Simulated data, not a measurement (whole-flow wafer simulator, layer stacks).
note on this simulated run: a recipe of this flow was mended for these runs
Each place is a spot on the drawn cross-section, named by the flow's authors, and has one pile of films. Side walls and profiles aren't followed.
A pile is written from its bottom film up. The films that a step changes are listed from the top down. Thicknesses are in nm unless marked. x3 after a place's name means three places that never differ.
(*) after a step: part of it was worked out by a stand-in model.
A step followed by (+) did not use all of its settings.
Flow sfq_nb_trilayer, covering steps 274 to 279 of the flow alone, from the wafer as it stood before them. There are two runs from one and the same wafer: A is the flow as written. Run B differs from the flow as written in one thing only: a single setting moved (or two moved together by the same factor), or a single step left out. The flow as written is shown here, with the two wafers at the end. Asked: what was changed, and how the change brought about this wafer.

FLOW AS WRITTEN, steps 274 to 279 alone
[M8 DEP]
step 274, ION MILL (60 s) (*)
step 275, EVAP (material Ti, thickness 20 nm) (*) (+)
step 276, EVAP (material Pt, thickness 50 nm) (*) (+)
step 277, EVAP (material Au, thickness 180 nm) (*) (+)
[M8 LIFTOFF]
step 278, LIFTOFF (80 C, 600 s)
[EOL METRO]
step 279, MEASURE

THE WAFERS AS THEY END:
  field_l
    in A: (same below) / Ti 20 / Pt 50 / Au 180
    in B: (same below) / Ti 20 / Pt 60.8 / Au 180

What caused this: step 276, EVAP: thickness 60.8 nm was run, though the flow has thickness 50 nm.
The wafer itself shows it: field_l has Pt 60.8, and step 276 as written asks for 50 nm.

Step by step, how the change led to this:
  step 276, EVAP (material Pt, thickness 50 nm) (*) (+)
      field_l, v_sur x3, via_wl x2 and 100 more: A Pt gains 50 (new film) | B Pt gains 60.8 (new film)
  step 278, LIFTOFF (80 C, 600 s)
      p4_fl x5, p4_w1 x9, p3_s0 x11 and 49 more: A Au loses 180 (all of it), Pt loses 50 (all of it), Ti loses 20 (all of it), KrF-resist-other-grade loses 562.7 (all of it), lift-off-underlayer loses 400 (all of it) | B Au loses 180 (all of it), Pt loses 60.8 (all of it), Ti loses 20 (all of it), KrF-resist-other-grade loses 562.7 (all of it), lift-off-underlayer loses 400 (all of it)
      r_sur, res, r_end: A Au loses 180 (all of it), Pt loses 50 (all of it), Ti loses 20 (all of it), KrF-resist-other-grade loses 559.9 (all of it), lift-off-underlayer loses 399.5 (all of it) | B Au loses 180 (all of it), Pt loses 60.8 (all of it), Ti loses 20 (all of it), KrF-resist-other-grade loses 559.9 (all of it), lift-off-underlayer loses 399.5 (all of it)
      (as well as at 18 more places)
